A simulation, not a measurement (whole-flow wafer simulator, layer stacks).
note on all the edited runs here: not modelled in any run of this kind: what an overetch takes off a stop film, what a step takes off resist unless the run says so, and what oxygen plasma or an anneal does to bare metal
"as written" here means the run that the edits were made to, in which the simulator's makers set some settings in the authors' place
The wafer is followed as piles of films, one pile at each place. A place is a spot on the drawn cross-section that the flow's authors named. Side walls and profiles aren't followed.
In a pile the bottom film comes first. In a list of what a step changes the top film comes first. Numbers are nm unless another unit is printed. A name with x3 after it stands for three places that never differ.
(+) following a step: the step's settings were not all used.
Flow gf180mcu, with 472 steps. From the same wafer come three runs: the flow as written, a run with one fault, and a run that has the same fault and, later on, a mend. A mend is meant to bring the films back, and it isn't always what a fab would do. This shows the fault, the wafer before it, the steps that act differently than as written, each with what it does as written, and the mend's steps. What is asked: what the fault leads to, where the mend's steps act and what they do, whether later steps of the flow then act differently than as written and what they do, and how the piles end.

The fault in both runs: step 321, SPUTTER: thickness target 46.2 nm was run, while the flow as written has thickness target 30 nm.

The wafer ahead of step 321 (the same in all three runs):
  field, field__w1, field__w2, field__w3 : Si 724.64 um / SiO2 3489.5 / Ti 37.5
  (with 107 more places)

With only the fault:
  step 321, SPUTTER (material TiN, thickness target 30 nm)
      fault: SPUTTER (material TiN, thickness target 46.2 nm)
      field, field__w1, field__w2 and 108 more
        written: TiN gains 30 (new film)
        fault: TiN gains 46.2 (new film)
  Steps further on in the flow that do not act as written:
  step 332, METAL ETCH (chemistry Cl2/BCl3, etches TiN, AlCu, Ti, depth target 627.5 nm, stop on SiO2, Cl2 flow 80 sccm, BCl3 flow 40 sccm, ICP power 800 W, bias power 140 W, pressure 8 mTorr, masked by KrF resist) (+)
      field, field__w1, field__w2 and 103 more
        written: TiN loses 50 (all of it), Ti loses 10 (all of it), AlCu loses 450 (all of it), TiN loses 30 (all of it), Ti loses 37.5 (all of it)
        fault: TiN loses 50 (all of it), Ti loses 10 (all of it), AlCu loses 450 (all of it), TiN loses 46.2 (all of it), Ti loses 37.5 (all of it)
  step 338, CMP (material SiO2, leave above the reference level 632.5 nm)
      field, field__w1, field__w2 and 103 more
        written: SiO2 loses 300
        fault: SiO2 loses 283.8
  The piles end different from the flow's at field__w8, contact, m1, m1__w1, m1_nw by more than 2% or 0.5 nm, whichever is larger.
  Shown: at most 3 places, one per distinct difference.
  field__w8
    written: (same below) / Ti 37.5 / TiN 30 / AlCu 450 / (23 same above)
    fault: (same below) / Ti 37.5 / TiN 46.2 / AlCu 450 / (23 same above)
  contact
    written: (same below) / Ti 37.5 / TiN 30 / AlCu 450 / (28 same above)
    fault: (same below) / Ti 37.5 / TiN 46.2 / AlCu 450 / (28 same above)

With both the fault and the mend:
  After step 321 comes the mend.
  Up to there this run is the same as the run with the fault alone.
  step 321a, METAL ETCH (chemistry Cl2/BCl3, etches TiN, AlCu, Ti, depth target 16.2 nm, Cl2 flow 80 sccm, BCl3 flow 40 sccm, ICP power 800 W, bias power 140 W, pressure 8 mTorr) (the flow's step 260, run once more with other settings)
      field, field__w1, field__w2 and 108 more
        TiN loses 16.2
  Every later step of the flow that is run acts as written at every place that is followed.
  The piles end the same as the flow's at every place that both follow.
